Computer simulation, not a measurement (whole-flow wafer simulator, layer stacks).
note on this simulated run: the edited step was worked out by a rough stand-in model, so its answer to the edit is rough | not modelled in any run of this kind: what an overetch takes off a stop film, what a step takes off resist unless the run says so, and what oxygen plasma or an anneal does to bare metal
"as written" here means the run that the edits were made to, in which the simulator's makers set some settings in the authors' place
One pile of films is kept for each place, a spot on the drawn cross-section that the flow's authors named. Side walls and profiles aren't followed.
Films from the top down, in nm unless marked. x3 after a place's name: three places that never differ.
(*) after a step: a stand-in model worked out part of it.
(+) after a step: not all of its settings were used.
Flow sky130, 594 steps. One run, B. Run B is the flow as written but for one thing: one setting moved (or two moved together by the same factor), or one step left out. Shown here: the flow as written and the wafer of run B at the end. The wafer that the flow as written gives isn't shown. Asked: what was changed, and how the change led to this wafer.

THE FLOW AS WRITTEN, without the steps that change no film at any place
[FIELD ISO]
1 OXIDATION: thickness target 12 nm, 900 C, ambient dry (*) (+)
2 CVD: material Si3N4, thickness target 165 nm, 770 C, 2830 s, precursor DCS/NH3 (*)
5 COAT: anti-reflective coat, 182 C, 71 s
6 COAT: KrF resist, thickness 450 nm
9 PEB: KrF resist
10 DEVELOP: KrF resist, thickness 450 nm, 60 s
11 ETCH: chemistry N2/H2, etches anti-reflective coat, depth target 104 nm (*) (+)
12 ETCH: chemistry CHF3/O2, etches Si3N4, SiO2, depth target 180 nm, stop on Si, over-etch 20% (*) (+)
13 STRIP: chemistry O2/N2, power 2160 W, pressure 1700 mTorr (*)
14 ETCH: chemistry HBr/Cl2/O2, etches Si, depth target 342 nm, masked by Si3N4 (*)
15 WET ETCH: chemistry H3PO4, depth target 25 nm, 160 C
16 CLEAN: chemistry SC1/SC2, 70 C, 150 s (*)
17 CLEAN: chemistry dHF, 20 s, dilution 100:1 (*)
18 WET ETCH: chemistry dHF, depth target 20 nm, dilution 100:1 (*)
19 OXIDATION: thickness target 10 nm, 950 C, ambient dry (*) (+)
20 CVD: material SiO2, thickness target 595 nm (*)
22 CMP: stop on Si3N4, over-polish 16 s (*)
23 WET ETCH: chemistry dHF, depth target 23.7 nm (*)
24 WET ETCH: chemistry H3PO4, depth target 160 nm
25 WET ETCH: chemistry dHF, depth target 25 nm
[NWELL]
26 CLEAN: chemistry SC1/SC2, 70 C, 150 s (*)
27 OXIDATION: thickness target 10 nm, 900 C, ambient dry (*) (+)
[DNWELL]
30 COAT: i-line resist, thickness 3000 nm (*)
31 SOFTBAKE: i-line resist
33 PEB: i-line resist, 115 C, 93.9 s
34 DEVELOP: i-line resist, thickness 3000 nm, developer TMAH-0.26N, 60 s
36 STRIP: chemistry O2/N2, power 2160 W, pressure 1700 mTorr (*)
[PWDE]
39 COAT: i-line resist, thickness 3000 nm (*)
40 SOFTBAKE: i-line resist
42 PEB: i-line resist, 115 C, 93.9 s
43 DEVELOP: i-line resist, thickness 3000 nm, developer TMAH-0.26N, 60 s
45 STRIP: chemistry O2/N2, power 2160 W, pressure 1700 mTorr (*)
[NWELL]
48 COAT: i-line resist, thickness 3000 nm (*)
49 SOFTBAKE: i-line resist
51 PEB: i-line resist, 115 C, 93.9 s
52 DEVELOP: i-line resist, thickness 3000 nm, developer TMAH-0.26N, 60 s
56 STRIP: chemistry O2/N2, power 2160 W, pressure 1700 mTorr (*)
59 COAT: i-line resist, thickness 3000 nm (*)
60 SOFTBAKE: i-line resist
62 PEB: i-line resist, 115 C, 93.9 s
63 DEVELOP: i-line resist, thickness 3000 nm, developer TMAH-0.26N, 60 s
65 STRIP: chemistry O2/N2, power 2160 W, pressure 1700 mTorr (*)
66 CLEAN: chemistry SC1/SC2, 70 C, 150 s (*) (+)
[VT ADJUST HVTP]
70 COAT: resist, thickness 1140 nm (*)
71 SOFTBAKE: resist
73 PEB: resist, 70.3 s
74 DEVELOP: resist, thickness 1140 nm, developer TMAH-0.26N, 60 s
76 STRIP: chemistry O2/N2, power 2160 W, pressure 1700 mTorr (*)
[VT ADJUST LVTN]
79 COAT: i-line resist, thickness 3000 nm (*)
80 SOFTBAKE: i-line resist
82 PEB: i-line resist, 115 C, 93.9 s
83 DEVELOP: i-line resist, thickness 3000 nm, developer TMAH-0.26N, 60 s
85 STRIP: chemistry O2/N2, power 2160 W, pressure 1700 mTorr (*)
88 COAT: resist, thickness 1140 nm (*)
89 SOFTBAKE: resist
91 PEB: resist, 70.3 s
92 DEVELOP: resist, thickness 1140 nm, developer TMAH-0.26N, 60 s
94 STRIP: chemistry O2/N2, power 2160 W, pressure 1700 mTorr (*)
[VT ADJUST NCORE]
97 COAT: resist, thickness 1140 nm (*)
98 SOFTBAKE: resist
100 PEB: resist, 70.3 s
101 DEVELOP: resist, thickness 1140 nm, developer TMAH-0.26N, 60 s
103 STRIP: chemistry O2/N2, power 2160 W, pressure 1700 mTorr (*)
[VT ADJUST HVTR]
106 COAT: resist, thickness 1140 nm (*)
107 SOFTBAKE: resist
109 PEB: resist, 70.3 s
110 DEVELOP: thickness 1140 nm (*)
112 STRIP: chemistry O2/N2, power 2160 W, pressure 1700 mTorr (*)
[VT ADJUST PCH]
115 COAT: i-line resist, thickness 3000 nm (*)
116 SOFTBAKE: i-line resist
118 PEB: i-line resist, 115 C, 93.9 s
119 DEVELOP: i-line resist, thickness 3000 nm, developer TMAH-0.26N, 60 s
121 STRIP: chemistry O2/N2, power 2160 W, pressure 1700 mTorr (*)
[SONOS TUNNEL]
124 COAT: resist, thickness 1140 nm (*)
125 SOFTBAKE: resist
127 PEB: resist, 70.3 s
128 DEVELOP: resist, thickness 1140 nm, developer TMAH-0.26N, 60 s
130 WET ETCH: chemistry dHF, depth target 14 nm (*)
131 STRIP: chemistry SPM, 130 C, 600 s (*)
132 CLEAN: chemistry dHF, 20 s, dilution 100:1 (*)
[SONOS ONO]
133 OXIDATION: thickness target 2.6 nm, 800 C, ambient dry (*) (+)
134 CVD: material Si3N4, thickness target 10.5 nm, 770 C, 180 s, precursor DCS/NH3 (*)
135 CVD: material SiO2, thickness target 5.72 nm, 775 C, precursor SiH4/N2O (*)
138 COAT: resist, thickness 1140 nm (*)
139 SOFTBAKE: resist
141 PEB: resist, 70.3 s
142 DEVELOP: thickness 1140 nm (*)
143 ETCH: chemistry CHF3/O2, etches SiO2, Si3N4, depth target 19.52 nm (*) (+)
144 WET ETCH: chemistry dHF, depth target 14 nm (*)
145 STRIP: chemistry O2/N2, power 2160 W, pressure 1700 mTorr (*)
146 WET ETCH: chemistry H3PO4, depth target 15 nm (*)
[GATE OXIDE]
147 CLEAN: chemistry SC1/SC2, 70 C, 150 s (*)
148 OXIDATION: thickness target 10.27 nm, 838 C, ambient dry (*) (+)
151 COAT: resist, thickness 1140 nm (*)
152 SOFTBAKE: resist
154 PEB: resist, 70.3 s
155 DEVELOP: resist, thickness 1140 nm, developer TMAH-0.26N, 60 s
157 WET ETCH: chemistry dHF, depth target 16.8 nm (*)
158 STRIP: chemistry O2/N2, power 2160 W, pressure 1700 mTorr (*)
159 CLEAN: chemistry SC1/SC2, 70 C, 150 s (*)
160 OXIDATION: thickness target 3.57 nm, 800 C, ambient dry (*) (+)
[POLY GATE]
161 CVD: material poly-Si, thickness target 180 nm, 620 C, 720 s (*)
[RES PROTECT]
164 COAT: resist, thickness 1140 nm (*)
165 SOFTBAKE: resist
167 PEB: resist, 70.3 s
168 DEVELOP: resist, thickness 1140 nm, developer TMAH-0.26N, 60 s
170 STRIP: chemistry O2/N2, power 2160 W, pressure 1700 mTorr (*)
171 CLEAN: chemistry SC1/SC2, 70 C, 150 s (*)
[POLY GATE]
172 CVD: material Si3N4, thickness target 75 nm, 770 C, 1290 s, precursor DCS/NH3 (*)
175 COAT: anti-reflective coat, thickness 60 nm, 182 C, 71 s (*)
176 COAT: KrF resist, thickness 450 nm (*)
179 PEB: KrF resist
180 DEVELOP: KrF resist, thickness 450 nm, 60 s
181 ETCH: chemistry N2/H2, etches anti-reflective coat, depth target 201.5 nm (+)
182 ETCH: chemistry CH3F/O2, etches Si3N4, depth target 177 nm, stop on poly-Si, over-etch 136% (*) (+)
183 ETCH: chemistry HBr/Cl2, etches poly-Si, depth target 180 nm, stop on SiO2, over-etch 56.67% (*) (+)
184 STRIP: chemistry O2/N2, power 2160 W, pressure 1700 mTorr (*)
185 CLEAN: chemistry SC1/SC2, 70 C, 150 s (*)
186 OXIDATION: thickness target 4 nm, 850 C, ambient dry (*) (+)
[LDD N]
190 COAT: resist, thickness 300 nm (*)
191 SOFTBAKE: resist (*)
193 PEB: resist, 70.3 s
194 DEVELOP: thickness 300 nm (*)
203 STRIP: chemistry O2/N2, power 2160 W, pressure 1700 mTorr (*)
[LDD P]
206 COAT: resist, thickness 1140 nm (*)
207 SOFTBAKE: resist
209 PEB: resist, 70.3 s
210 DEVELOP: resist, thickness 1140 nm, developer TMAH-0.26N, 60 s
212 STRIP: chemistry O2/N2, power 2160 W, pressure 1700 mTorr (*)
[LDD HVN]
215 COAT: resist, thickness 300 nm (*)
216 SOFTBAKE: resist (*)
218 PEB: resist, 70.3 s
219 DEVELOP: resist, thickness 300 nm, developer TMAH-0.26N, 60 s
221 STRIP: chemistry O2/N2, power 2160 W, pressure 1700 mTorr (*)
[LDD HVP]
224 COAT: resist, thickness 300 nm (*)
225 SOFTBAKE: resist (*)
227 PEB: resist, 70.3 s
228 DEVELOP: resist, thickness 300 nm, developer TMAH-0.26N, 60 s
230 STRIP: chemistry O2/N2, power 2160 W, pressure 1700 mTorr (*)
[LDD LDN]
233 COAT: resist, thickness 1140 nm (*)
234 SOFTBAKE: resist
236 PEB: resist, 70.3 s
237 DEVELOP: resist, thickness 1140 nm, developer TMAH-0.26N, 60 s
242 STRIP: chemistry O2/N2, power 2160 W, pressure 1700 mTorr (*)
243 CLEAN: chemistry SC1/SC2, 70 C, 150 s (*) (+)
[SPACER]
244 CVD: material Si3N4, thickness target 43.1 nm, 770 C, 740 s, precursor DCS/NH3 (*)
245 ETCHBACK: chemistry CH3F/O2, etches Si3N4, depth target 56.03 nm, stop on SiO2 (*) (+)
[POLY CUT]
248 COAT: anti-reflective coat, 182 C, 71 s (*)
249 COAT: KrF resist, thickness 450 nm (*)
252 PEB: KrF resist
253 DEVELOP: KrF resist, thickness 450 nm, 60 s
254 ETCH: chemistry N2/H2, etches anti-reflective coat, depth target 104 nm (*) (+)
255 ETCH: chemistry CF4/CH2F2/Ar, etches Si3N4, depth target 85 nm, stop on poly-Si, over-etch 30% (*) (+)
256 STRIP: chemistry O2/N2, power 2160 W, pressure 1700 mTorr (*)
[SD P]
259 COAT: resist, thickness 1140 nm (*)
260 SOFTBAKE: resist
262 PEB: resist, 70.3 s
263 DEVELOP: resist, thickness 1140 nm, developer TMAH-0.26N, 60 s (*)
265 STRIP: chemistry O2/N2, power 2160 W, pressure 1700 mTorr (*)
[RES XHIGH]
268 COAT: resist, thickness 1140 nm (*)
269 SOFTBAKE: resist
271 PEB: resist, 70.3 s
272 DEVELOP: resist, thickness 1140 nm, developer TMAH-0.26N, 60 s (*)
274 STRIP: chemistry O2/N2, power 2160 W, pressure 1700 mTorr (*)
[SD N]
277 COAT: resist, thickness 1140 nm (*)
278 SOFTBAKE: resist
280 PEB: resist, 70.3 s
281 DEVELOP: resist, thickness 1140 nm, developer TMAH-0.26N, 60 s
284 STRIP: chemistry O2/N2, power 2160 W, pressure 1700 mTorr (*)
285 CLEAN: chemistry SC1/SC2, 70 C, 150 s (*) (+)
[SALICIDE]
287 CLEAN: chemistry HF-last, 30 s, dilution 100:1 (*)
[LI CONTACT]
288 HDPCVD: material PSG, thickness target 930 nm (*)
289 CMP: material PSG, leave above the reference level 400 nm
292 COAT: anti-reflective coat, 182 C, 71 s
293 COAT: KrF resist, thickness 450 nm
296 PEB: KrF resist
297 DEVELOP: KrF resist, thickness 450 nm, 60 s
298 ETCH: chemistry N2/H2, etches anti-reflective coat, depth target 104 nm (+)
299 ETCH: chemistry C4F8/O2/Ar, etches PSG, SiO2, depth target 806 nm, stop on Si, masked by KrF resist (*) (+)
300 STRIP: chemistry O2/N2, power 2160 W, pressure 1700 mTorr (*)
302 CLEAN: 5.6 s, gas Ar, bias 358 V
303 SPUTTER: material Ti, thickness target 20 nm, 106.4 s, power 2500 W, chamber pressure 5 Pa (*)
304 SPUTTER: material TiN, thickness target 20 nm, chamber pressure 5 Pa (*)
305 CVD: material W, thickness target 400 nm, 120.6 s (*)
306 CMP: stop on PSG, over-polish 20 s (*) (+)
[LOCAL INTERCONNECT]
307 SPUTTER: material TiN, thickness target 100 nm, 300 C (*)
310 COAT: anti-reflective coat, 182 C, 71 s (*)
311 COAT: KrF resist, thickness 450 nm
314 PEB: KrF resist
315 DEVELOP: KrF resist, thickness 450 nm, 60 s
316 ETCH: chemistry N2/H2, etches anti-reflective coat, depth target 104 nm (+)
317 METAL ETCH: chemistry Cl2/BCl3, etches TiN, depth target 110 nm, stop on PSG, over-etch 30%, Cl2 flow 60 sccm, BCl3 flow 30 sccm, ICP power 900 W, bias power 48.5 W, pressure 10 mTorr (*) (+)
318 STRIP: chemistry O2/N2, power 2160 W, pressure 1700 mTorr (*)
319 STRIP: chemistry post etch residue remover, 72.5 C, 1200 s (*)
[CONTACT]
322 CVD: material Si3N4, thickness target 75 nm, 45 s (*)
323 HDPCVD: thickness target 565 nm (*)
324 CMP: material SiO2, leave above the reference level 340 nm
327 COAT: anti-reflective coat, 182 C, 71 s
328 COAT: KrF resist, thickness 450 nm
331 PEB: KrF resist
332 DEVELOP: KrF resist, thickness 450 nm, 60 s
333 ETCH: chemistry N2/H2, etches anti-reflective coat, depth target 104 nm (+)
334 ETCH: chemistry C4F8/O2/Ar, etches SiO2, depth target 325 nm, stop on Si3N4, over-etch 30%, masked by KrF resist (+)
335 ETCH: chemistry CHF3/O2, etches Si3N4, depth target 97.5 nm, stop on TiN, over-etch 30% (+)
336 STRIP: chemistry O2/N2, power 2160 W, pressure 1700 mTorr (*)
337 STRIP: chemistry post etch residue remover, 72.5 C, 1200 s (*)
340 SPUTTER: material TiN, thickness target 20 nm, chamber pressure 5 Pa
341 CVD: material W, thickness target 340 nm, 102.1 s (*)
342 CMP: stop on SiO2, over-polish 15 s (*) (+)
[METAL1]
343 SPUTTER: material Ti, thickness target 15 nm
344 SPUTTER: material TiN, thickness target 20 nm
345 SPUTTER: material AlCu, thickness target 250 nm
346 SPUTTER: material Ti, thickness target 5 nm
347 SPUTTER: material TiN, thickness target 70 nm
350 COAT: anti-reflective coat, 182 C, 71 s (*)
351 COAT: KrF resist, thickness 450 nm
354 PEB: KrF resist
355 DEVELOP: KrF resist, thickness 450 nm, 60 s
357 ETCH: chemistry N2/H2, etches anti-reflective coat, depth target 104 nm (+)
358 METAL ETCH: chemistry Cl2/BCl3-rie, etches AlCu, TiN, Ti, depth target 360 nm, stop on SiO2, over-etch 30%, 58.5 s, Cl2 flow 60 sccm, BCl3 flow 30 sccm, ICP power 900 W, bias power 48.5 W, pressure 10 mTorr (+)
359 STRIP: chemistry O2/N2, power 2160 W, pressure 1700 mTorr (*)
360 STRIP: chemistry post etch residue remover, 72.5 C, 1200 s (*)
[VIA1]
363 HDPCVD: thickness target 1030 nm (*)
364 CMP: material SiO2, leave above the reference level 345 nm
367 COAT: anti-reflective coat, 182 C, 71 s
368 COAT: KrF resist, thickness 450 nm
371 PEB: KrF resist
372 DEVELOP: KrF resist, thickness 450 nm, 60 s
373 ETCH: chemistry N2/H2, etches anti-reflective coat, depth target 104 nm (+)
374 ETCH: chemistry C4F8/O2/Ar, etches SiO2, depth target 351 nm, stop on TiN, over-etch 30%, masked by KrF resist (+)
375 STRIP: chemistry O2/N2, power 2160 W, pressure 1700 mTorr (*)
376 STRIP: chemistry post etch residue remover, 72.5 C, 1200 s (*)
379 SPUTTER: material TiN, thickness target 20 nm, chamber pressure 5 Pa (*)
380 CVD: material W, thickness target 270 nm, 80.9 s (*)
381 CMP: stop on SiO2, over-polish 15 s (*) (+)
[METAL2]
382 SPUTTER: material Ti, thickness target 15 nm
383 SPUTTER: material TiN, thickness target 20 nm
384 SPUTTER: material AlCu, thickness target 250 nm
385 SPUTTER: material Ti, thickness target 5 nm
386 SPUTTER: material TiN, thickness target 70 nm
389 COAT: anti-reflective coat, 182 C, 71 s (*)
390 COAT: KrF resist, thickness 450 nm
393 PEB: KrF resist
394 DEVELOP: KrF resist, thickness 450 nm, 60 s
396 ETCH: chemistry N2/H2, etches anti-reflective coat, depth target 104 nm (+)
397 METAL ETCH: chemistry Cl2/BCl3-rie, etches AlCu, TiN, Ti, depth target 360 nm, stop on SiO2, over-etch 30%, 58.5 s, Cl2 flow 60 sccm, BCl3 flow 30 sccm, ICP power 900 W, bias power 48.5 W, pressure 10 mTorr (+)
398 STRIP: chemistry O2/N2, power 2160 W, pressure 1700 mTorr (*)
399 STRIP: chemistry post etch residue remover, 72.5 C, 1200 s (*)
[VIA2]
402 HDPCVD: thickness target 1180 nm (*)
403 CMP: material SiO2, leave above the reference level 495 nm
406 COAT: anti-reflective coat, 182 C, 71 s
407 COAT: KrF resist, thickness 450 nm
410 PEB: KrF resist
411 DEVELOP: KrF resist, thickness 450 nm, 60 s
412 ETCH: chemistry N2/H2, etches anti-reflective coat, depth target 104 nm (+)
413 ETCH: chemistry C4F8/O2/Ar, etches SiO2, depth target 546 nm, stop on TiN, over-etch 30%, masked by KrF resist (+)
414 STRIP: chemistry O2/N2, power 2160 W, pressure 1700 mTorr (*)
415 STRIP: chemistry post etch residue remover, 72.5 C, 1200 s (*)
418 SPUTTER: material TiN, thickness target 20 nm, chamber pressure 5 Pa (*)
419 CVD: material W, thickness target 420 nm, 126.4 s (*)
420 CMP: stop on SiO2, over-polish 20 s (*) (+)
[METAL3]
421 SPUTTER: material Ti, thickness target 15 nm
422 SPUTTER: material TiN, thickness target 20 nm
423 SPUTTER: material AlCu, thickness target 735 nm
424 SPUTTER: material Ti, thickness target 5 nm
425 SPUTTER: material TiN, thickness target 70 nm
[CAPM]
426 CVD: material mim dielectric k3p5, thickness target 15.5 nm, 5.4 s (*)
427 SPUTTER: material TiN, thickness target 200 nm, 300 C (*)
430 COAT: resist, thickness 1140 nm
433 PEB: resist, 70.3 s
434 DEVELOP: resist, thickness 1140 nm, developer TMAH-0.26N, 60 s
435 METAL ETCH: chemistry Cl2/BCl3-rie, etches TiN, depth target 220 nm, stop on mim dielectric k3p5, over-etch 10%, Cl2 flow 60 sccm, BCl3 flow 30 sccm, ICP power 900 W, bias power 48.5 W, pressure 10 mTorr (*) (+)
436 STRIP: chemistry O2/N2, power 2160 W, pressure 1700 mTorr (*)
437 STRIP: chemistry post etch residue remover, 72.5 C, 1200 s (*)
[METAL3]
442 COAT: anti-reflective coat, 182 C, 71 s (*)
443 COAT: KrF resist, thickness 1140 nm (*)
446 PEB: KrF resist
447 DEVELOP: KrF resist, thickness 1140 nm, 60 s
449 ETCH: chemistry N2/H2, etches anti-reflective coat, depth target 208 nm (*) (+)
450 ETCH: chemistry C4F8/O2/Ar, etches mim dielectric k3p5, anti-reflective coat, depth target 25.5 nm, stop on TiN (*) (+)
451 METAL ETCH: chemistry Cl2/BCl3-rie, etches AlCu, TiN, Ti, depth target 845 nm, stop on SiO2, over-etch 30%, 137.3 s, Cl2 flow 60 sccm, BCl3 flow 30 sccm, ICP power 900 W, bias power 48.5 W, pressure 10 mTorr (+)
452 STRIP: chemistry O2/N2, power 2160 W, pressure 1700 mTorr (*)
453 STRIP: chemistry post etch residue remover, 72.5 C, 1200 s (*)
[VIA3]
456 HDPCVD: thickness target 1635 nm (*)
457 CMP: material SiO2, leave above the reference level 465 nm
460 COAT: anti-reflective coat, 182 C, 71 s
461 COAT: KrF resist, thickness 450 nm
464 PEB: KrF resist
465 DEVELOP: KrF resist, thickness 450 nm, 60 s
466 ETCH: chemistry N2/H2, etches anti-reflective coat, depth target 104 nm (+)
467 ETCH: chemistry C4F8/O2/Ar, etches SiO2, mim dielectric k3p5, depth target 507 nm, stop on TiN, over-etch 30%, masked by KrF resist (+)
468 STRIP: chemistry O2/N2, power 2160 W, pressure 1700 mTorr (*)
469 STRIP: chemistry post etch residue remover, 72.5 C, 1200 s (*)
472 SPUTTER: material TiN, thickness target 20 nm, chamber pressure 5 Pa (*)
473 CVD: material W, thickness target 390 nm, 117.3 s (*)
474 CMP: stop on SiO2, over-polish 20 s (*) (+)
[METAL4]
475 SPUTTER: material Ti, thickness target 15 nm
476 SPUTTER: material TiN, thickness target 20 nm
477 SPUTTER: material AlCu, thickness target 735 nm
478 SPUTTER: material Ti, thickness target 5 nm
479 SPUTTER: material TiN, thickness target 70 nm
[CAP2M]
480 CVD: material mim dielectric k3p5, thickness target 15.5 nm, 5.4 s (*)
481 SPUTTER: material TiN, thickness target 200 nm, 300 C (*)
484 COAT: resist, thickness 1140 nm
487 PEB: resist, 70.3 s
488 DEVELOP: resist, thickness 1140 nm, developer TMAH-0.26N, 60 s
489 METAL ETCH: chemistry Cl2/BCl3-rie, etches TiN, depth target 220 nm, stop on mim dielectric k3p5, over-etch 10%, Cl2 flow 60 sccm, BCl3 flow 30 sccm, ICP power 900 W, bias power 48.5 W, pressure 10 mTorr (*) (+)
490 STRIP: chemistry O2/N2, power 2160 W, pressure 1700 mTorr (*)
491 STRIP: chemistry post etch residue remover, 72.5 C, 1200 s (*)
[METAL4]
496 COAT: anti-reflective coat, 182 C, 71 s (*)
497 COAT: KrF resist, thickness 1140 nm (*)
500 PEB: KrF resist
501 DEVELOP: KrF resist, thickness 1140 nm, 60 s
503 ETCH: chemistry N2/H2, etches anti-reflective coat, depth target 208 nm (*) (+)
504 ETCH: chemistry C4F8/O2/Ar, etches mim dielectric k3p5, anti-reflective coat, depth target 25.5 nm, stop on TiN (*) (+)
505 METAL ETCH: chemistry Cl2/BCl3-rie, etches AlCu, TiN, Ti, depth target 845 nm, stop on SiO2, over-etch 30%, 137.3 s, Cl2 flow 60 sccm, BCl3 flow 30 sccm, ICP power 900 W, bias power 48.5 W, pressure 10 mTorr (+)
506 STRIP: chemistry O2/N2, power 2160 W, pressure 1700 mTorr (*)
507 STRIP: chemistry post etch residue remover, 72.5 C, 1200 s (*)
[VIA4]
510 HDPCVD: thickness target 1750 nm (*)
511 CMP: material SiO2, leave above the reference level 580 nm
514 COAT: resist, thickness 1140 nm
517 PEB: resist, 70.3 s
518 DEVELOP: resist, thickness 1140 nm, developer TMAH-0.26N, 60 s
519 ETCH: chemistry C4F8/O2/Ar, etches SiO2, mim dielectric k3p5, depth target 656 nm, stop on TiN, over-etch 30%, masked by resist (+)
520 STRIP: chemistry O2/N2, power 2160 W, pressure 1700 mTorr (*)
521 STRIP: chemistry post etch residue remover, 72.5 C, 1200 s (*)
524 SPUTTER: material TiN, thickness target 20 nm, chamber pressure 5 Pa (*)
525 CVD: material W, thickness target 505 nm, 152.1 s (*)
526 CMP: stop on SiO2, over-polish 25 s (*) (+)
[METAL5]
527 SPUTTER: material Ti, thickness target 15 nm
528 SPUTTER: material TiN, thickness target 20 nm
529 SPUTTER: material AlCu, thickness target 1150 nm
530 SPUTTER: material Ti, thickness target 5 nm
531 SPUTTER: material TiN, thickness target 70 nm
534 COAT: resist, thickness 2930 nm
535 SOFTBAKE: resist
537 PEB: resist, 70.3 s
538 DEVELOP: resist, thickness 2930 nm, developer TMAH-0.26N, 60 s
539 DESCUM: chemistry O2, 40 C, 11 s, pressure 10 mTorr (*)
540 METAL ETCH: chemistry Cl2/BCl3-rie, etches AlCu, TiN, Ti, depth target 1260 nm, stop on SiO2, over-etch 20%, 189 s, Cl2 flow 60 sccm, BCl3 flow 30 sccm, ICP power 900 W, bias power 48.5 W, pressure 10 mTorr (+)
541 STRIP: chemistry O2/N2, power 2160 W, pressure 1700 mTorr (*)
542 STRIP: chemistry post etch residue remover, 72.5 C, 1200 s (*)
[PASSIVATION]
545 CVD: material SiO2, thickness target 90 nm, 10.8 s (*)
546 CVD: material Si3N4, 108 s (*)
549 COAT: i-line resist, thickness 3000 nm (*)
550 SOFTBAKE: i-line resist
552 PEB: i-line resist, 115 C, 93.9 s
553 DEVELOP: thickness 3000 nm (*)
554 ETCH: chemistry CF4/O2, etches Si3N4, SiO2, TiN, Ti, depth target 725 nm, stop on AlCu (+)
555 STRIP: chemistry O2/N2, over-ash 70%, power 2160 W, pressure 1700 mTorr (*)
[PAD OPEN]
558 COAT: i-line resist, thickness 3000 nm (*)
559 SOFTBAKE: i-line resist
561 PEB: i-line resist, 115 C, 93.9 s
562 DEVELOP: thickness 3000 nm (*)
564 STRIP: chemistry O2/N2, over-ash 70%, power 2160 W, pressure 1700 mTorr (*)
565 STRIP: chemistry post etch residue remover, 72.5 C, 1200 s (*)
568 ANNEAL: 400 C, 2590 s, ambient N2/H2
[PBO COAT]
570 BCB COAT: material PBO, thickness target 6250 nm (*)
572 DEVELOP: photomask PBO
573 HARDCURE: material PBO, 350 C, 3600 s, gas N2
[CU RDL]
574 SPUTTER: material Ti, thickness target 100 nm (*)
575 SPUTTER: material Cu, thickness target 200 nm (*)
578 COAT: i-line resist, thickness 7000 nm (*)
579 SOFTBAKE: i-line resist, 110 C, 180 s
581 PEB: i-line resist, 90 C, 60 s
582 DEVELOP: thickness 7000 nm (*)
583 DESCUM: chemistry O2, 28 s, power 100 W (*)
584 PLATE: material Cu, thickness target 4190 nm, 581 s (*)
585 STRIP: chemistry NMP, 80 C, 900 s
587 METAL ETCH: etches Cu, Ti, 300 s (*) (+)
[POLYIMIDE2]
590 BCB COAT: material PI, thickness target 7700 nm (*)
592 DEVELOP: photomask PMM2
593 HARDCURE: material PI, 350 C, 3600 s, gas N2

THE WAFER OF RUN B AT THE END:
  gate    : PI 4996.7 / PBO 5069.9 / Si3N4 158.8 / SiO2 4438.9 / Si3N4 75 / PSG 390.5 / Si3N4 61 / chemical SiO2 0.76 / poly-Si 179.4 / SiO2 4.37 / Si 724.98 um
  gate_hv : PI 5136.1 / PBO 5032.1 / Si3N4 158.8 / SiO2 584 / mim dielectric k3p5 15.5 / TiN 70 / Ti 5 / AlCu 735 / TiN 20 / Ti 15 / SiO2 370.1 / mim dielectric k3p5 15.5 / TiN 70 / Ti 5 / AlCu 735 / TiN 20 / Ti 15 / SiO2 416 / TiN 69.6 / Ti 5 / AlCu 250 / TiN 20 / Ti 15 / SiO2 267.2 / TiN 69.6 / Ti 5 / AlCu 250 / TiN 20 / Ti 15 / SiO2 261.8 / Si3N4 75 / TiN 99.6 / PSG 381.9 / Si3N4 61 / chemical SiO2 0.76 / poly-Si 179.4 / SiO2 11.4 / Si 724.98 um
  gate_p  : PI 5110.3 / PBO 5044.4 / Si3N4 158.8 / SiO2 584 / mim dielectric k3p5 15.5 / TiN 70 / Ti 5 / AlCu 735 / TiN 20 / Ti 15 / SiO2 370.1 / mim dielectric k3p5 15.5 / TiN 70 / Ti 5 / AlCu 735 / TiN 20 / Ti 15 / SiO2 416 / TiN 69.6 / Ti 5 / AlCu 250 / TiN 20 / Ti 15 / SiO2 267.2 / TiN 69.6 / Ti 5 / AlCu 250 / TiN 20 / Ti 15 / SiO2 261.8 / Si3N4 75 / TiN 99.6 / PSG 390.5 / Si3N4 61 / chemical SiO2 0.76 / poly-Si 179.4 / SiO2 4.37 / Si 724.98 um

The cause: step 160, OXIDATION: thickness target 4.37 nm was run, where the flow has thickness target 3.57 nm.
It can be read off the wafer: gate has SiO2 4.37, and step 160 as written asks for 3.57 nm.

How the change led to this, step by step:
  160 OXIDATION: thickness target 3.57 nm, 800 C, ambient dry (*) (+)
      active, n_well, p_well and 58 more: SiO2 +4.37 (new film), chemical SiO2 -0.76 (all of it), Si -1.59 (as written it would be: SiO2 +3.57 (new film), chemical SiO2 -0.76 (all of it), Si -1.24)
      gate_hv, m1, pad and 37 more: SiO2 +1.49, Si -0.65 (as written it would be: SiO2 +0.85, Si -0.37)
  299 ETCH: chemistry C4F8/O2/Ar, etches PSG, SiO2, depth target 806 nm, stop on Si, masked by KrF resist (*) (+)
      contact, ndiff_licon, ndiff_licon_cpp: PSG -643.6 (all of it), SiO2 -1.81 (all of it) (as written it would be: PSG -643.6 (all of it), SiO2 -1.16 (all of it))
